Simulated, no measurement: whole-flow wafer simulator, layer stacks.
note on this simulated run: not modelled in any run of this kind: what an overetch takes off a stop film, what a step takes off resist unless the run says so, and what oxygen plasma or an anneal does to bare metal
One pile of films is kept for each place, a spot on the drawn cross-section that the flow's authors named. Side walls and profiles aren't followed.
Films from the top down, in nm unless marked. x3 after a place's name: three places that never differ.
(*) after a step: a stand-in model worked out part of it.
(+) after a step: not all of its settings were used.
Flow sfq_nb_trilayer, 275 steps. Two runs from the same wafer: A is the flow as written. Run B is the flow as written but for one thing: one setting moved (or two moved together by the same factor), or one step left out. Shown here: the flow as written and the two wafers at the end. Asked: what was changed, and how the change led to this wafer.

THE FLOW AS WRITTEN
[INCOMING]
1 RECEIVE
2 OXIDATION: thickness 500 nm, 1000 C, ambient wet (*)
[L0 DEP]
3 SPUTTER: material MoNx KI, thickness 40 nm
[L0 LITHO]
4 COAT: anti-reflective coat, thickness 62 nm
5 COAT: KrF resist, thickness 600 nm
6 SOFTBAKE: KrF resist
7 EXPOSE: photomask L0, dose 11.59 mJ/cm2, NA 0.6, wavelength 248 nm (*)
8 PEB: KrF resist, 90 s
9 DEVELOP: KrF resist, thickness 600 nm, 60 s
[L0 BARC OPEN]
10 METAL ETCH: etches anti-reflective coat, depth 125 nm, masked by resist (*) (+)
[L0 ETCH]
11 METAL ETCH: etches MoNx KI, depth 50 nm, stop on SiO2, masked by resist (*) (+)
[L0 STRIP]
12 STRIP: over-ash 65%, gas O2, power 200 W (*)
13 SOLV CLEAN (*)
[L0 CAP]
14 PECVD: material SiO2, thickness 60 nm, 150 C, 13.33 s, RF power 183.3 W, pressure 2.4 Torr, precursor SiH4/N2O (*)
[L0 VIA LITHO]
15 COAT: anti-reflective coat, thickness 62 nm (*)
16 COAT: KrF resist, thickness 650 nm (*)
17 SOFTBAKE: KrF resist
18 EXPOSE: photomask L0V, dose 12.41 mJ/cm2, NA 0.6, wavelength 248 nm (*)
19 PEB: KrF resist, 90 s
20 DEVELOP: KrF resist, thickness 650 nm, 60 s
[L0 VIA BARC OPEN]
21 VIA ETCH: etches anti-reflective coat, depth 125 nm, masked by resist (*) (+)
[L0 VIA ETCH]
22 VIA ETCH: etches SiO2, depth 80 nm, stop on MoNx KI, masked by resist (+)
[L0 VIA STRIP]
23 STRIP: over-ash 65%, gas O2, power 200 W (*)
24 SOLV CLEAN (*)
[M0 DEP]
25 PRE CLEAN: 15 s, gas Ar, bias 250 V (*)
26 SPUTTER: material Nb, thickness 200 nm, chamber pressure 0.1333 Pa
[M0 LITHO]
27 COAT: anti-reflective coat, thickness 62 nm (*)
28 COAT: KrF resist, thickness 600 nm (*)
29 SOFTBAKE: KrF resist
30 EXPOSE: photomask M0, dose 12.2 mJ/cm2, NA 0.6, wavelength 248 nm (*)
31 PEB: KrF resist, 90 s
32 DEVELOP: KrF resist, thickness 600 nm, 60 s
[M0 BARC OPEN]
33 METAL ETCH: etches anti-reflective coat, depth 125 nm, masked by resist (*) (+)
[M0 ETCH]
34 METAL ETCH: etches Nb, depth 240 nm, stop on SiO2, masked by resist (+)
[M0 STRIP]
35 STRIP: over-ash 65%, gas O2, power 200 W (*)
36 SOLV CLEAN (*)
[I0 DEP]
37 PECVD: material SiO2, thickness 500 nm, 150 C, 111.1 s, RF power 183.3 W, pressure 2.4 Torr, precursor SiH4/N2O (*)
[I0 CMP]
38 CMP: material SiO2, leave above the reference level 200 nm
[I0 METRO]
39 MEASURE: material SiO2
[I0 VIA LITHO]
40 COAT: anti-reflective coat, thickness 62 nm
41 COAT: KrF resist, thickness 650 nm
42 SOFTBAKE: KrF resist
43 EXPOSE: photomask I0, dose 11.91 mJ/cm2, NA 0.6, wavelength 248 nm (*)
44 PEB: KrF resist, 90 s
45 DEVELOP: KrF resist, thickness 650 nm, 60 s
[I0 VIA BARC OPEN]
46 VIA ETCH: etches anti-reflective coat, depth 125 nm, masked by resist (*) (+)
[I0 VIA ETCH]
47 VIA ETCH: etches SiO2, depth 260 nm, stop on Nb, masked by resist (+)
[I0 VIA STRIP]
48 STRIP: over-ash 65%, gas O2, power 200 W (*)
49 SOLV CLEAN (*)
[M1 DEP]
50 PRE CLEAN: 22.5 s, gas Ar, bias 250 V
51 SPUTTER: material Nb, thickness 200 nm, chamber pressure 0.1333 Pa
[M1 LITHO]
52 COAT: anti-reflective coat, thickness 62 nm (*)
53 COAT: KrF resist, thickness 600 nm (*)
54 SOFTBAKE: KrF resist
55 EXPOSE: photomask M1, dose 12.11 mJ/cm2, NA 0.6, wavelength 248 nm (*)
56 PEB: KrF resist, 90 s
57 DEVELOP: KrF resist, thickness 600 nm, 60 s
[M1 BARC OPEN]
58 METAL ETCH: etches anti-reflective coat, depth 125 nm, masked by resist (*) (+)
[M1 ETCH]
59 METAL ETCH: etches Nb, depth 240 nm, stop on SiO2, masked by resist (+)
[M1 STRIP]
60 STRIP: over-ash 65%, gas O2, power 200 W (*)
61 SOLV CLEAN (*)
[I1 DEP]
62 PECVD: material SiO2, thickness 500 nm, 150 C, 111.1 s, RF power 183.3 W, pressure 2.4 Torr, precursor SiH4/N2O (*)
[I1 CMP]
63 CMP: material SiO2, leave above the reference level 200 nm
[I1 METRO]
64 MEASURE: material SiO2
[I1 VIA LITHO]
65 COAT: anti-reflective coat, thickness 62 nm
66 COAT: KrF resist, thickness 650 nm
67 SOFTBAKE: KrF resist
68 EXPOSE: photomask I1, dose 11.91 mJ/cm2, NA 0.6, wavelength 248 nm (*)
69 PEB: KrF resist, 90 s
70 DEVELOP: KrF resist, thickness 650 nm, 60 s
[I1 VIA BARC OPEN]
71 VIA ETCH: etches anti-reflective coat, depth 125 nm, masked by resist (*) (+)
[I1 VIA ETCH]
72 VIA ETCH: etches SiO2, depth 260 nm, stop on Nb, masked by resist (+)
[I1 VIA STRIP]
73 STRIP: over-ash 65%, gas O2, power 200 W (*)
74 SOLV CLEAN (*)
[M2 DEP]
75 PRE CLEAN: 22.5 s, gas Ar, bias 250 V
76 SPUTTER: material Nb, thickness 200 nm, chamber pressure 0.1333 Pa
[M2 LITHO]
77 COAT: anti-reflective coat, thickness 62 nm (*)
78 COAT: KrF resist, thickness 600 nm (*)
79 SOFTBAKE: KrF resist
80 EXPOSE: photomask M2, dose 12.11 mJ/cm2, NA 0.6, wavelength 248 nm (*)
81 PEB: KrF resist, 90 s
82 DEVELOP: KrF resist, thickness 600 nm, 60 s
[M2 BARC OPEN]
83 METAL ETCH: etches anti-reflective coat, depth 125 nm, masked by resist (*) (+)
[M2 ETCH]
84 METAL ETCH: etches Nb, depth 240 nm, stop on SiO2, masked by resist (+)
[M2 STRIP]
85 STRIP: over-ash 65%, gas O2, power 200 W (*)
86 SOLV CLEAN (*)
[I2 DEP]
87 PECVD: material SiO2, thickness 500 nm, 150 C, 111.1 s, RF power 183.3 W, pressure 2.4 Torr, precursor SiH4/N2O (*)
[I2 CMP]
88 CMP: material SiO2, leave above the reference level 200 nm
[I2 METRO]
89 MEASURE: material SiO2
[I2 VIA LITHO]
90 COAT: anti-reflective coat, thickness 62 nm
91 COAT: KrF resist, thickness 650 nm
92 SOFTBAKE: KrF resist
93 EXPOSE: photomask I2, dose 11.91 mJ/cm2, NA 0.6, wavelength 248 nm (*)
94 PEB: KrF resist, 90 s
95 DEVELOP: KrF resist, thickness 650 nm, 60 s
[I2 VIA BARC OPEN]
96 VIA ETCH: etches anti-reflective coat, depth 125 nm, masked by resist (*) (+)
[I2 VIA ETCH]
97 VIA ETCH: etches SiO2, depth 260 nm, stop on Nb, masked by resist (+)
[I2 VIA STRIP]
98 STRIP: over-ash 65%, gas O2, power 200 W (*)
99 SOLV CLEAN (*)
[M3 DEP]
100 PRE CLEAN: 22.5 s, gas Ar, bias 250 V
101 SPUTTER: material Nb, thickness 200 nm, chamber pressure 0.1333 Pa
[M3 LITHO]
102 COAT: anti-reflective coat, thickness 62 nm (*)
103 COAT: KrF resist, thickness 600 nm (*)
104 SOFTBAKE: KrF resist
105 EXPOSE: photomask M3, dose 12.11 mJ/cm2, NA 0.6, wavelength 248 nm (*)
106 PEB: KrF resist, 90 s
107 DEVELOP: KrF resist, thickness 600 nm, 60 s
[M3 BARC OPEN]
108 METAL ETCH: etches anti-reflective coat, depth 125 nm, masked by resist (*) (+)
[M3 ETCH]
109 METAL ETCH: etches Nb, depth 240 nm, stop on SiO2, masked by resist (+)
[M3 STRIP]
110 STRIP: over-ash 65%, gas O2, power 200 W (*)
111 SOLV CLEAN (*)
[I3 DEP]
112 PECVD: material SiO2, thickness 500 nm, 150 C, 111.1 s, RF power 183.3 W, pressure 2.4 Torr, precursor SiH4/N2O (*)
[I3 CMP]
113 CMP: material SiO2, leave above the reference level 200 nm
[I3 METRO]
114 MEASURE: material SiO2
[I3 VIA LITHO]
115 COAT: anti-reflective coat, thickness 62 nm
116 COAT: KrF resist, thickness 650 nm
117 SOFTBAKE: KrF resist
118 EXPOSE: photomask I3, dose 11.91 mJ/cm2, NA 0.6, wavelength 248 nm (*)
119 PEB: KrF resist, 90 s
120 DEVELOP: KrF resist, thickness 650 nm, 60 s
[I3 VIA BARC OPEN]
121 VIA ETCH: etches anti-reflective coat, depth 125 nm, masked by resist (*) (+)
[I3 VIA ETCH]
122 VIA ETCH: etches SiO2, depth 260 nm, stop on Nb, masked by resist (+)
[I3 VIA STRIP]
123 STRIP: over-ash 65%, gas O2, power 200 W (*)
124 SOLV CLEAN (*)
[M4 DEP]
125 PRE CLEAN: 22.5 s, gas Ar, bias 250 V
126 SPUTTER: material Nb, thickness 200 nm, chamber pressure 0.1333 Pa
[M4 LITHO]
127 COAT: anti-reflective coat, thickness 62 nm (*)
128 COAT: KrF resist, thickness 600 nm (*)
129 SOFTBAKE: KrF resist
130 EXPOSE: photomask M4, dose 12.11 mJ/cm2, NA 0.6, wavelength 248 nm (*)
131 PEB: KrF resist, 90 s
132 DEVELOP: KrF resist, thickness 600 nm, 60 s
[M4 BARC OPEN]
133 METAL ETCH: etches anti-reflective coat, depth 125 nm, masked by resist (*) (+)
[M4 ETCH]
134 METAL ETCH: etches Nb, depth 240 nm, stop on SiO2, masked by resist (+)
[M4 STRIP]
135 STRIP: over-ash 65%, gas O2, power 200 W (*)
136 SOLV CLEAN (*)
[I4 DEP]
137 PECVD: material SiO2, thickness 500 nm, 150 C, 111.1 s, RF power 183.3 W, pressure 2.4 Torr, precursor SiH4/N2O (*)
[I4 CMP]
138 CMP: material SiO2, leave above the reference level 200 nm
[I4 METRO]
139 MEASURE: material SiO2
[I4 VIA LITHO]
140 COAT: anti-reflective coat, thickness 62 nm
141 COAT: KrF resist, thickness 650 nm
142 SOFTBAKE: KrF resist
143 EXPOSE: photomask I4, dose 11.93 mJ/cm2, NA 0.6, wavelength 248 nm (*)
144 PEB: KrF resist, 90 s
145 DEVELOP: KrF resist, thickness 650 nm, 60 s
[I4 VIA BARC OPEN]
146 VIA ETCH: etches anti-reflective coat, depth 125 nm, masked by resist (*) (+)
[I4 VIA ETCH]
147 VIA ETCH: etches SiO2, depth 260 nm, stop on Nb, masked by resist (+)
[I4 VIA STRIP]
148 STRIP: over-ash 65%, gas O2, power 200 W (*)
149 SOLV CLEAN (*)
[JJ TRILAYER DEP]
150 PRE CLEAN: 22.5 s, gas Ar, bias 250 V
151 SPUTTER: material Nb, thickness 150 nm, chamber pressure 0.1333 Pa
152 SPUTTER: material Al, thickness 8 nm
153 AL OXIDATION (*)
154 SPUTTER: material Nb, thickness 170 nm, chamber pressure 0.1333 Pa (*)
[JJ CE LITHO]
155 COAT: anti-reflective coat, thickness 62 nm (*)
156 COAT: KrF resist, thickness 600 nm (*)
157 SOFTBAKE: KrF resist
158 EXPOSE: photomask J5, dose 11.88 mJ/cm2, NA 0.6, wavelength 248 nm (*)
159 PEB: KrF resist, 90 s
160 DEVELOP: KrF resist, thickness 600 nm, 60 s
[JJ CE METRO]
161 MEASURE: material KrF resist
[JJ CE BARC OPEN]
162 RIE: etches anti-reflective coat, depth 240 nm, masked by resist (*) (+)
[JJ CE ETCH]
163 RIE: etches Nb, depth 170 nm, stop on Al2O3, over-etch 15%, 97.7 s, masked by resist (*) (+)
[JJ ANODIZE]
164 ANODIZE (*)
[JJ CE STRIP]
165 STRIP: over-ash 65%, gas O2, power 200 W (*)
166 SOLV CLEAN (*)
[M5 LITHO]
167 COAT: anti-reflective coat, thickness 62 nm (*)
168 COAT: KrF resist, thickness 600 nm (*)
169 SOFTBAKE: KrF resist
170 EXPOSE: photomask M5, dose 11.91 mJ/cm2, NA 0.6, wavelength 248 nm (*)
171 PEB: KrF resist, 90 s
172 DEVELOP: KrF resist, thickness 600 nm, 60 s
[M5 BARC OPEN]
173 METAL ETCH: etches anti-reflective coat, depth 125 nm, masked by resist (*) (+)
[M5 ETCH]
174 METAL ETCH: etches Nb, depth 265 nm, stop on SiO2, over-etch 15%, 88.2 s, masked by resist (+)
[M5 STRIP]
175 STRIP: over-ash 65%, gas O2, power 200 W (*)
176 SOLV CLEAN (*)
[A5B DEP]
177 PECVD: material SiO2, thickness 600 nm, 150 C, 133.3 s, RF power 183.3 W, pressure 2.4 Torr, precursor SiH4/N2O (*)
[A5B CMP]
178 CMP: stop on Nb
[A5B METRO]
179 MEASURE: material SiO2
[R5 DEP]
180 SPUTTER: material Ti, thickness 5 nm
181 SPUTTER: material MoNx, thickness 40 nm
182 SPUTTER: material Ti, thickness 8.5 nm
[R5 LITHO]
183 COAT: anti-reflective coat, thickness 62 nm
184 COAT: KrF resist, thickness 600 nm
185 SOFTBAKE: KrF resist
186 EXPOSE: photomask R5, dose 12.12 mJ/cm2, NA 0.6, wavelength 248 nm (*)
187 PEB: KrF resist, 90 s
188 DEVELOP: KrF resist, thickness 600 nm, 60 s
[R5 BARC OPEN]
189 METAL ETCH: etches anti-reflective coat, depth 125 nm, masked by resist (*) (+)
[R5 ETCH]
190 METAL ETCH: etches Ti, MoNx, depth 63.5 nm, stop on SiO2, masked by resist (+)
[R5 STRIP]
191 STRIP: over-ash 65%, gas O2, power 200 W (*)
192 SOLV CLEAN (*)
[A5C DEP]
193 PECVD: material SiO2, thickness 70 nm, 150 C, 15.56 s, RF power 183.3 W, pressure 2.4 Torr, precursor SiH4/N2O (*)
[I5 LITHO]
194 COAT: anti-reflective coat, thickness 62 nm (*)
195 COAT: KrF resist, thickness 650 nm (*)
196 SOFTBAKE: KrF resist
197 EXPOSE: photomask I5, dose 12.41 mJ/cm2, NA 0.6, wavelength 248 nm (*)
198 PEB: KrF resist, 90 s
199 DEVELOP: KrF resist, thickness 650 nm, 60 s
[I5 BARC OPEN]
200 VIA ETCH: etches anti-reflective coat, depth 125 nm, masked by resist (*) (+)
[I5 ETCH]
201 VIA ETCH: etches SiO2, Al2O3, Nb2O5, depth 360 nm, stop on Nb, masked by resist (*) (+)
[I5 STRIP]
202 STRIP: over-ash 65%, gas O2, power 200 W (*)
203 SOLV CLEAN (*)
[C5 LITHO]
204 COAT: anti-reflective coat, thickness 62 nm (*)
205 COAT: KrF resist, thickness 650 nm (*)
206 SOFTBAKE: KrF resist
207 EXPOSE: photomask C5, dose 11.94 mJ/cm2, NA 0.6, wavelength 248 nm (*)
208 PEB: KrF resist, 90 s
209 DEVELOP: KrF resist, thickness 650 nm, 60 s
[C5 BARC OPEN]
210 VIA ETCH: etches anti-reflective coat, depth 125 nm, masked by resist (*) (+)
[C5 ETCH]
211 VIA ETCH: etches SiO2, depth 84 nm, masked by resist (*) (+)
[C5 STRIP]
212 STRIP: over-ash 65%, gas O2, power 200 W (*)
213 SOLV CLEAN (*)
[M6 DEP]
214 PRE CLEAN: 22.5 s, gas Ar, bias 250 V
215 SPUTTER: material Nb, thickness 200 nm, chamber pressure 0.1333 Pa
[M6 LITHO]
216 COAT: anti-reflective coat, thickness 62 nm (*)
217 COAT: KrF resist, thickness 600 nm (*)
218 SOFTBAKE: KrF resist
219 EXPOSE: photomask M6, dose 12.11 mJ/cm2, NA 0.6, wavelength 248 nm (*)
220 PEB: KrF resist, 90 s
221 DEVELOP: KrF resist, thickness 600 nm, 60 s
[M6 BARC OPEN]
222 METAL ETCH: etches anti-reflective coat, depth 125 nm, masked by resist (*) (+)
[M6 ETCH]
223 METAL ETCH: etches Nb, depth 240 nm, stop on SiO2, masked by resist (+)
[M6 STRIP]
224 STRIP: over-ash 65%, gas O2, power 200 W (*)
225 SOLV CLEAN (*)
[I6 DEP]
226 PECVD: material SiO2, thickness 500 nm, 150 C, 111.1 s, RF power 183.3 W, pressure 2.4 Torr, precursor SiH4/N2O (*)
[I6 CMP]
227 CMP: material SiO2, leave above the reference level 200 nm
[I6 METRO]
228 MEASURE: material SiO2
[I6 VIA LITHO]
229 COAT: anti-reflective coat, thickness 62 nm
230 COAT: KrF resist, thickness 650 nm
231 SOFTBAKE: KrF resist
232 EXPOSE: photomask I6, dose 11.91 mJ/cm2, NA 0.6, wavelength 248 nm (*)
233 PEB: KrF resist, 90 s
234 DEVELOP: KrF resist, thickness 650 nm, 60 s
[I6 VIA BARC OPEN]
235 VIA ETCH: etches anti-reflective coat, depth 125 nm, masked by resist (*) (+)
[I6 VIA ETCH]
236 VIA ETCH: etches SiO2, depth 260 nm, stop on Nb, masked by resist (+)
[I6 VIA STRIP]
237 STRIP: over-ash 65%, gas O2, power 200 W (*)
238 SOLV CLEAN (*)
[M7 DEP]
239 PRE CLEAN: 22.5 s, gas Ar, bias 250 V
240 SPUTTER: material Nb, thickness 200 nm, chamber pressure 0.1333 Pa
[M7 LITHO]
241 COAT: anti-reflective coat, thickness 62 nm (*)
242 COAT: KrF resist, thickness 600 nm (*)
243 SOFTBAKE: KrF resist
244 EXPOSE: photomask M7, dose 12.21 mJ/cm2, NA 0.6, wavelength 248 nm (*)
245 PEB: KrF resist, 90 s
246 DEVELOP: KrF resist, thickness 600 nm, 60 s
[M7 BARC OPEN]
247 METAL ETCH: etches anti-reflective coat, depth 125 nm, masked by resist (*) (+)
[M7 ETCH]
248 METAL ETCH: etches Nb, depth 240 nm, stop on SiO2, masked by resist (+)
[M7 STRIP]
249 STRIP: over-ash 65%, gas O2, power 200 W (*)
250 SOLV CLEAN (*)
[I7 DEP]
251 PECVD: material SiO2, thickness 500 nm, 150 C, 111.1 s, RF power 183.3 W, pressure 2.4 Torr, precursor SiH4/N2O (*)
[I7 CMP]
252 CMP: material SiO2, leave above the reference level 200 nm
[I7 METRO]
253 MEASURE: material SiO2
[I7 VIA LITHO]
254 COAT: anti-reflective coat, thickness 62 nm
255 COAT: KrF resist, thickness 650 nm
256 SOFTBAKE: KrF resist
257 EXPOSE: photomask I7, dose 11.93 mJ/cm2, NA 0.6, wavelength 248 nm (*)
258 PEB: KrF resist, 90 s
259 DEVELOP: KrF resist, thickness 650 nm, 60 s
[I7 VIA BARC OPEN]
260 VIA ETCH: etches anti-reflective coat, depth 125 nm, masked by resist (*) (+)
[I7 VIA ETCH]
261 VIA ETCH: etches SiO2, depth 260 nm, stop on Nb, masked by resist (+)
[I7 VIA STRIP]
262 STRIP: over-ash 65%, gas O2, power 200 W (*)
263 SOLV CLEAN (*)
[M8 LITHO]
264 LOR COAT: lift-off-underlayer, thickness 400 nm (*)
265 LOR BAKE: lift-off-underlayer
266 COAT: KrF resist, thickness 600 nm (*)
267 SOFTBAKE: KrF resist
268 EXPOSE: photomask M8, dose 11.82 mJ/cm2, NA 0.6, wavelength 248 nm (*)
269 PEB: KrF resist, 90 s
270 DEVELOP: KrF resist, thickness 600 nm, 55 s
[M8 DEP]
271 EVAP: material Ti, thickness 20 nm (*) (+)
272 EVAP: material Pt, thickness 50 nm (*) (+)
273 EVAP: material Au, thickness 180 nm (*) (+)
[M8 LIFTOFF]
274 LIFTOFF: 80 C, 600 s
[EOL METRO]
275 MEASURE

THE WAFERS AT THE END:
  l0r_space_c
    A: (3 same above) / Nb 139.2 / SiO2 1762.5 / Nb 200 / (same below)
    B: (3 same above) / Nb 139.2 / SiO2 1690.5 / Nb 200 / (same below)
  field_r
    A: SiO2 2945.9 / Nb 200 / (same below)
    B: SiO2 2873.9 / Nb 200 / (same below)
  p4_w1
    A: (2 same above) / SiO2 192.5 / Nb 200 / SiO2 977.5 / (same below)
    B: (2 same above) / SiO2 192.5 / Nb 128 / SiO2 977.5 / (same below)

The cause: step 101, SPUTTER: thickness 128 nm was run, where the flow has thickness 200 nm.
It can be read off the wafer: p4_w1 has Nb 128, and step 101 as written asks for 200 nm.

How the change led to this, step by step:
  101 SPUTTER: material Nb, thickness 200 nm, chamber pressure 0.1333 Pa
      field_l, v_sur, via_wl and 102 more: A Nb +200 (new film) | B Nb +128 (new film)
      via_w: A Nb +165.5 | B Nb +105.6
  102 COAT: anti-reflective coat, thickness 62 nm (*)
      via_wl, via_wr: A anti-reflective coat +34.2 (new film) | B anti-reflective coat +32.6 (new film)
      via_w: A anti-reflective coat +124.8 (new film) | B anti-reflective coat +121.1 (new film)
  109 METAL ETCH: etches Nb, depth 240 nm, stop on SiO2, masked by resist (+)
      field_l, be, be_sur and 72 more: A Nb -200 (all of it) | B Nb -128 (all of it)
      v_sur, via_wl, via_w and 28 more: A KrF resist -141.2 | B KrF resist -112.9
  110 STRIP: over-ash 65%, gas O2, power 200 W (*)
      p4_w1, p4_w2, p4_w3 and 21 more: A KrF resist -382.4 (all of it), anti-reflective coat -62 (all of it) | B KrF resist -410.6 (all of it), anti-reflective coat -62 (all of it)
      v_sur: A KrF resist -365.3 (all of it), anti-reflective coat -61.1 (all of it) | B KrF resist -394.3 (all of it), anti-reflective coat -60.8 (all of it)
      (and at 6 more places)
  112 PECVD: material SiO2, thickness 500 nm, 150 C, 111.1 s, RF power 183.3 W, pressure 2.4 Torr, precursor SiH4/N2O (*)
      p4_g1, p4_g2, p3_s0, p3_s1, p3_s2, p3_s3, p3_s4, p3_s5: A SiO2 +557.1 | B SiO2 +500
      via_w: A SiO2 +615 (new film) | B SiO2 +595.1 (new film)
  113 CMP: material SiO2, leave above the reference level 200 nm
      field_l, be, be_sur and 64 more: A SiO2 -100 | B SiO2 -172
      p4_g1, p4_g2, p3_s0, p3_s1, p3_s2, p3_s3, p3_s4, p3_s5: A SiO2 -157.1 | B SiO2 -172
      (and at 1 more place)
